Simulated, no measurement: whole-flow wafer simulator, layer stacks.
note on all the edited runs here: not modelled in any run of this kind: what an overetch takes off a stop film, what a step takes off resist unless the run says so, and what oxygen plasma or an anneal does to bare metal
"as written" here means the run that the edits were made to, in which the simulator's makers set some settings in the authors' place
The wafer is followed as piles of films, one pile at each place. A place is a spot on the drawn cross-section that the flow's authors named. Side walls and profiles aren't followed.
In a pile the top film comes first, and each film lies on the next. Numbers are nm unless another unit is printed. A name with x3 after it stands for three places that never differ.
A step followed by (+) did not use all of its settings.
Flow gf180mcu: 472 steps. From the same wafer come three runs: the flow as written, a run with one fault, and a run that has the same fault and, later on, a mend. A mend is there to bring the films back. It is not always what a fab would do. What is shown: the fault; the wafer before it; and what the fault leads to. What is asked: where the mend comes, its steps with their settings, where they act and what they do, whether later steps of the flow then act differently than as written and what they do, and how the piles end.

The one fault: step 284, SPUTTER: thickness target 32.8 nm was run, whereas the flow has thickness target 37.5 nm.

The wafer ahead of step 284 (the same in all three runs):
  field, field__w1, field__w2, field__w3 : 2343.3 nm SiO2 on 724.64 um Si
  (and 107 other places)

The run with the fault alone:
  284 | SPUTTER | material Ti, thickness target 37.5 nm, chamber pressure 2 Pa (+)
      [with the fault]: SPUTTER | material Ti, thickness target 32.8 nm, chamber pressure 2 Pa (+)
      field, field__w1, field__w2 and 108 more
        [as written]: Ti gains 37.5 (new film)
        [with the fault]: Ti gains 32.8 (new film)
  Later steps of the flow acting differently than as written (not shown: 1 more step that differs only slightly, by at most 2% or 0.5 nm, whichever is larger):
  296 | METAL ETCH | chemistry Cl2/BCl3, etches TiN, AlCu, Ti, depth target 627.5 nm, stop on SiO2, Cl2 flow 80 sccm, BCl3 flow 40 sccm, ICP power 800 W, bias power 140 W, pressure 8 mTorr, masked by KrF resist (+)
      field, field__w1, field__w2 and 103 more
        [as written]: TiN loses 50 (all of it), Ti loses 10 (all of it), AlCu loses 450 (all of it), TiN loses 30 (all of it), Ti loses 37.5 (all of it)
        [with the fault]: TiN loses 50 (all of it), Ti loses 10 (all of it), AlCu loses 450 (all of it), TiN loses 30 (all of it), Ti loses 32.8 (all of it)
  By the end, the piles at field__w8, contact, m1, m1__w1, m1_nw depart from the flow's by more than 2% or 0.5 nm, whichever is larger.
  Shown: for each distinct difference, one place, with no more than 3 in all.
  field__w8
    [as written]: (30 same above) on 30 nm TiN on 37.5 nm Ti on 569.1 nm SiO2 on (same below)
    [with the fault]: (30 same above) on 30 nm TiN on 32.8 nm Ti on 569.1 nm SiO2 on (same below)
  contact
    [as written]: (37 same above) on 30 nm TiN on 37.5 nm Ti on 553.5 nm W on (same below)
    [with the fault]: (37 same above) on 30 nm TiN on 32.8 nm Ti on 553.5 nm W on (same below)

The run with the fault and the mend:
  The mend stands after step 284.
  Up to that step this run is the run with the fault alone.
  284a | SPUTTER | material Ti, thickness target 4.7 nm, chamber pressure 2 Pa (+) (the flow's step 284 again, with other settings)
      field, field__w1, field__w2 and 108 more
        Ti gains 4.7
  Every later step of the flow that is run acts as written at every place that is followed.
  The piles end the same as the flow's at every place that both follow.
